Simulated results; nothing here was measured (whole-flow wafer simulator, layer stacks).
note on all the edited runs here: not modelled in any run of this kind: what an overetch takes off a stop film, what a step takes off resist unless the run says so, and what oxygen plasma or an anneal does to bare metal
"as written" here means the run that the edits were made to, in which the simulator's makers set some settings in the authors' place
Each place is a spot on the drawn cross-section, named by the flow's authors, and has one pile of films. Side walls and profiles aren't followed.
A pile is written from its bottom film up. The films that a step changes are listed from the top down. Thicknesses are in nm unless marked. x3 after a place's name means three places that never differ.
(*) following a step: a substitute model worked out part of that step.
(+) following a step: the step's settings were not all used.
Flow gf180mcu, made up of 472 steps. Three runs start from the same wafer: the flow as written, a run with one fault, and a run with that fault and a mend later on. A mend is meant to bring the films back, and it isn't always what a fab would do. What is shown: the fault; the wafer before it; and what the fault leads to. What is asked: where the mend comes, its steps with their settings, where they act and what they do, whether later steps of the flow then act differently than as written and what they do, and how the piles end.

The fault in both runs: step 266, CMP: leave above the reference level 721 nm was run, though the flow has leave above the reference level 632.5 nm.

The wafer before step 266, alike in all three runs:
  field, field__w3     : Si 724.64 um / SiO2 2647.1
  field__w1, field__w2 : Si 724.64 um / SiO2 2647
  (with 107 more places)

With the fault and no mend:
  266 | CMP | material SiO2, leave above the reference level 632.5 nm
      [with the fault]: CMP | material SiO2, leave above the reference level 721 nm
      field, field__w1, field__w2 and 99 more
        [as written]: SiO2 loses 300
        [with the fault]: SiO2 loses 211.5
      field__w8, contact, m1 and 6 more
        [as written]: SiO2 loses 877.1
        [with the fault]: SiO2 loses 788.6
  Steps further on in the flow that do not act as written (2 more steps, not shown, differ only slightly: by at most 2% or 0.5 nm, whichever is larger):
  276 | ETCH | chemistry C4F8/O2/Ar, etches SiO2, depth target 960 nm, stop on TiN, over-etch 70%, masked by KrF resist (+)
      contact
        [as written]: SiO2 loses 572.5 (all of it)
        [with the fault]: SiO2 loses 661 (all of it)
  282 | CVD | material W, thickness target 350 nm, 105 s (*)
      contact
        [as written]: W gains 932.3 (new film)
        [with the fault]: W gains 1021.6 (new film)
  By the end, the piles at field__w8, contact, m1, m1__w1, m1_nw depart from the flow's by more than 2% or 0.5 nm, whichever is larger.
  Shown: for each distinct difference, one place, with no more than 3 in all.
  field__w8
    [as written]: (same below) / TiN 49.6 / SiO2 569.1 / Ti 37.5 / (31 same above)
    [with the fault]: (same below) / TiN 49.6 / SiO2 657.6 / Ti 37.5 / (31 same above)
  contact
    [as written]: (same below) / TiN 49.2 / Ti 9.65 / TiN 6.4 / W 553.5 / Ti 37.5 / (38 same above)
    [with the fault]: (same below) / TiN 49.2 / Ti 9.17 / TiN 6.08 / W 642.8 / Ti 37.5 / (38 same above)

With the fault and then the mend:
  The mend stands after step 266.
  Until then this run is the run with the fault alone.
  266a | CMP | material SiO2, leave above the reference level 632.5 nm (the flow's step 266 again)
      field, field__w1, field__w2 and 108 more
        SiO2 loses 88.5
  None of the later steps of the flow acts differently than as written at any place that is followed.
  The piles end the same as the flow's at every place that both follow.
